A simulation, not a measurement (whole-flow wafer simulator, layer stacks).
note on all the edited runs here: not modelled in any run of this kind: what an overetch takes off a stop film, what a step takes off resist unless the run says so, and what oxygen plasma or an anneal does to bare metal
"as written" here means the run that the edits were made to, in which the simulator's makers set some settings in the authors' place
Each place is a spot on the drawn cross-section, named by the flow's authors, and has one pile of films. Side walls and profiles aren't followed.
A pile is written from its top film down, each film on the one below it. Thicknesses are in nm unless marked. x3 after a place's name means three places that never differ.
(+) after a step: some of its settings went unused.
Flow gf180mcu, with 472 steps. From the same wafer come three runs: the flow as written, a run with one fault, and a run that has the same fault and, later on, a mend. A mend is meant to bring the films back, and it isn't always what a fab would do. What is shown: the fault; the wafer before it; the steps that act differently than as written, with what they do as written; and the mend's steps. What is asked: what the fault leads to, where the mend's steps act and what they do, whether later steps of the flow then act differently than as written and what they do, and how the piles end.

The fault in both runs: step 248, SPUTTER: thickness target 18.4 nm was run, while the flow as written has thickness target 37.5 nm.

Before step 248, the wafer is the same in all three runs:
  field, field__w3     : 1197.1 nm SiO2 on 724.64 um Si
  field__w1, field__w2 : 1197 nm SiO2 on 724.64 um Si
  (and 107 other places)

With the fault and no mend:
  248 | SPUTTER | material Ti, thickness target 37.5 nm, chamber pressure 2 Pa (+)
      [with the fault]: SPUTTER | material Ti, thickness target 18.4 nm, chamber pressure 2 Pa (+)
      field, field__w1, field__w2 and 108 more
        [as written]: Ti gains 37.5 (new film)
        [with the fault]: Ti gains 18.4 (new film)
  Steps further on in the flow that do not act as written:
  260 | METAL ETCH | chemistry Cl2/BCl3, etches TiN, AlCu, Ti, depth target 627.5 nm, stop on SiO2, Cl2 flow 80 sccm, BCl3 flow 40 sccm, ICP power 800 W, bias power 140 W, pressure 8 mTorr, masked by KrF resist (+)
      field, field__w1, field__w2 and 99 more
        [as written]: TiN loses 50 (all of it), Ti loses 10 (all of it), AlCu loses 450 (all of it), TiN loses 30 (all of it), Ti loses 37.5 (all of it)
        [with the fault]: TiN loses 50 (all of it), Ti loses 10 (all of it), AlCu loses 450 (all of it), TiN loses 30 (all of it), Ti loses 18.4 (all of it)
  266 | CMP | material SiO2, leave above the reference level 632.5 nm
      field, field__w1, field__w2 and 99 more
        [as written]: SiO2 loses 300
        [with the fault]: SiO2 loses 319.1
  At field__w8, contact, m1 and 6 more, the piles at the end differ from the flow's by more than 2% or 0.5 nm, whichever is larger.
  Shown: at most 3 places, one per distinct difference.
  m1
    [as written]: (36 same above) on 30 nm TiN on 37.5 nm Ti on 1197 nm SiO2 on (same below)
    [with the fault]: (36 same above) on 30 nm TiN on 18.4 nm Ti on 1197 nm SiO2 on (same below)
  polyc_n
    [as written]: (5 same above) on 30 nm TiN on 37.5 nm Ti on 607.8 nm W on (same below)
    [with the fault]: (5 same above) on 30 nm TiN on 18.4 nm Ti on 607.8 nm W on (same below)
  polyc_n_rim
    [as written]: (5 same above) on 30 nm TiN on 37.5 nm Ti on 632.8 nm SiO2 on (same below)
    [with the fault]: (5 same above) on 30 nm TiN on 18.4 nm Ti on 632.8 nm SiO2 on (same below)

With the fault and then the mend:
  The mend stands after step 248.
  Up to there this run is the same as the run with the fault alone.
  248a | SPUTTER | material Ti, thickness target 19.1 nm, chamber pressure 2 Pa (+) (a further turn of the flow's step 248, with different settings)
      field, field__w1, field__w2 and 108 more
        Ti gains 19.1
  Every later step of the flow that is run acts as written at every place that is followed.
  By the end, the piles equal the flow's at every place that both follow.
